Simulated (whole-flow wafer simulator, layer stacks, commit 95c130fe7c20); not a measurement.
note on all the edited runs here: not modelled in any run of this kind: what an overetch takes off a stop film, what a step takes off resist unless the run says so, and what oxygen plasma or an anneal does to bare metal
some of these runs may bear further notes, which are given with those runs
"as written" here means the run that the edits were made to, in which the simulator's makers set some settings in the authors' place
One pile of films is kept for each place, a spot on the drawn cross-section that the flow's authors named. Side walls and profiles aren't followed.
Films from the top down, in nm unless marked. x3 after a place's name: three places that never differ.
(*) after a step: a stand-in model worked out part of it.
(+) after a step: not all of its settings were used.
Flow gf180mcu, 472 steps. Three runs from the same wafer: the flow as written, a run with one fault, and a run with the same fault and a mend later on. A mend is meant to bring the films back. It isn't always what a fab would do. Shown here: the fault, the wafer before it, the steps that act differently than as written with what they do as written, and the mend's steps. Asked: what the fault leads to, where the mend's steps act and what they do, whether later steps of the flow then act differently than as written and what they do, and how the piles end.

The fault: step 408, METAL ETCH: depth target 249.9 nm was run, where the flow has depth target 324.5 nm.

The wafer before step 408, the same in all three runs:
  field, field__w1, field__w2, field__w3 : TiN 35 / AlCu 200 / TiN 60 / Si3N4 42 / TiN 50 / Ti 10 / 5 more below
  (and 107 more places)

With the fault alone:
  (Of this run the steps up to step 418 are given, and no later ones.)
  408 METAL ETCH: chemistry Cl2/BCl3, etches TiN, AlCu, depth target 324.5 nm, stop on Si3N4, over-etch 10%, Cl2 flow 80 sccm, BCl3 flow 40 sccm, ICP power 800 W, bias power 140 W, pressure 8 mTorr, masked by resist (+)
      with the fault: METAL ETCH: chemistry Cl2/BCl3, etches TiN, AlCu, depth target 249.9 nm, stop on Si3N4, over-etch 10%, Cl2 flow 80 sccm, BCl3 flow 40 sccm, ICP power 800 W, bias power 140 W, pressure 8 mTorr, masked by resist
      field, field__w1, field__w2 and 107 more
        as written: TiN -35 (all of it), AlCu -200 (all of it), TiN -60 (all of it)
        with the fault: TiN -35 (all of it), AlCu -200 (all of it), TiN -14.9
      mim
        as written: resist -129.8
        with the fault: resist -100
  Later steps of the flow that act differently than as written (2 more steps differ only slightly, by at most 2% or 0.5 nm, whichever is larger, and aren't shown):
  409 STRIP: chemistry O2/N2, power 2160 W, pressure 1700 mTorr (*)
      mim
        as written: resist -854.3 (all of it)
        with the fault: resist -884.2 (all of it)
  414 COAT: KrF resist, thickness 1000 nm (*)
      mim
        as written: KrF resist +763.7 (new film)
        with the fault: KrF resist +798.3 (new film)
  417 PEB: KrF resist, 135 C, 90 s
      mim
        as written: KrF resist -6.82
        with the fault: KrF resist -7.37
  After step 418 the piles differ from the flow's by more than 2% or 0.5 nm, whichever is larger, at field, field__w1, field__w2 and 109 more.
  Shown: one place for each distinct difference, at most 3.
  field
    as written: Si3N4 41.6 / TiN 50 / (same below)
    with the fault: TiN 44.7 / Si3N4 42 / TiN 50 / (same below)
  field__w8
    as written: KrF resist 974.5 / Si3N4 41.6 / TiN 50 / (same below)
    with the fault: KrF resist 974.5 / TiN 44.7 / Si3N4 42 / TiN 50 / (same below)
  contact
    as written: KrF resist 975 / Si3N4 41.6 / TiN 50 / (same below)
    with the fault: KrF resist 974.9 / TiN 44.7 / Si3N4 42 / TiN 50 / (same below)

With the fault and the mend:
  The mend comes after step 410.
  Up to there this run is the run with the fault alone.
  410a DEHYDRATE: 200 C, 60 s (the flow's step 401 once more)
      changes no film at any place that is followed
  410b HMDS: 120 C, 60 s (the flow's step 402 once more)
      changes no film at any place that is followed
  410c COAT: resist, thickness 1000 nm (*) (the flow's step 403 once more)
      field__w8, m1__w1, iso_ptap_pw and 39 more
        resist +1000 (new film)
      field_sub__w1, field_sub__w5, n_well, sd_p, gate_p, nw_enc_fld_lv, nw_enc_fld_lv__w3
        resist +1000.9 (new film)
      p_well, sti, spacer, sd_n, mim_1p0, pad, dice_street
        resist +1000.5 (new film)
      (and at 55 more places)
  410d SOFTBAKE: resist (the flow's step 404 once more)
      field__w2
        resist +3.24
      field__w3
        resist +3.4
      field__w5
        resist -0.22
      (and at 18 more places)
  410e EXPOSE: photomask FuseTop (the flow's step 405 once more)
      changes no film at any place that is followed
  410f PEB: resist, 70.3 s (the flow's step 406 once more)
      field, field__w1, field__w5 and 95 more
        resist -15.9
      field__w2, field__w3, field__w12, pplus_u, nw_enc_fld_lv__w1, nw_enc_fld_lv__w4
        resist -16
      field__w11, field__w13, ppoly_u, npoly_sal
        resist -16.2
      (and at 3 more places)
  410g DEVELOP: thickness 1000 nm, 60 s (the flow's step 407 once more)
      field__w8, m1__w1, iso_ptap_pw and 39 more
        resist -984.1 (all of it)
      p_well, sti, spacer, sd_n, mim_1p0, pad, dice_street
        resist -984.7 (all of it)
      field, ld_gate_p, ld_acc_p, ld_fp_p, ld_drift_p, ld_drn_p
        resist -985.5 (all of it)
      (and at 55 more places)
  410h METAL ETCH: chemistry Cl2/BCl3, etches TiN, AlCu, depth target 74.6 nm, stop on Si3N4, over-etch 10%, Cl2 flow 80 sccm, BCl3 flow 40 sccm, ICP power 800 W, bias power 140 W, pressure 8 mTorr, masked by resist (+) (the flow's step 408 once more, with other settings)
      field, field__w1, field__w2 and 107 more
        TiN -44.7 (all of it)
      mim
        resist -19.7
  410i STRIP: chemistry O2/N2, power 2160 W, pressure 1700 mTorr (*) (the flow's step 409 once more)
      mim
        resist -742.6 (all of it)
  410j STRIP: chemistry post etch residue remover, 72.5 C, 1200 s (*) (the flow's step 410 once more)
      field, field__w1, field__w2 and 107 more
        Si3N4 -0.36
      mim
        TiN -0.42
  No later step of the flow acts differently than as written, at any place that is followed, by more than 2% or 0.5 nm, whichever is larger.
  At the end the piles differ from the flow's only slightly at the places that both follow, by at most 2% or 0.5 nm, whichever is larger.
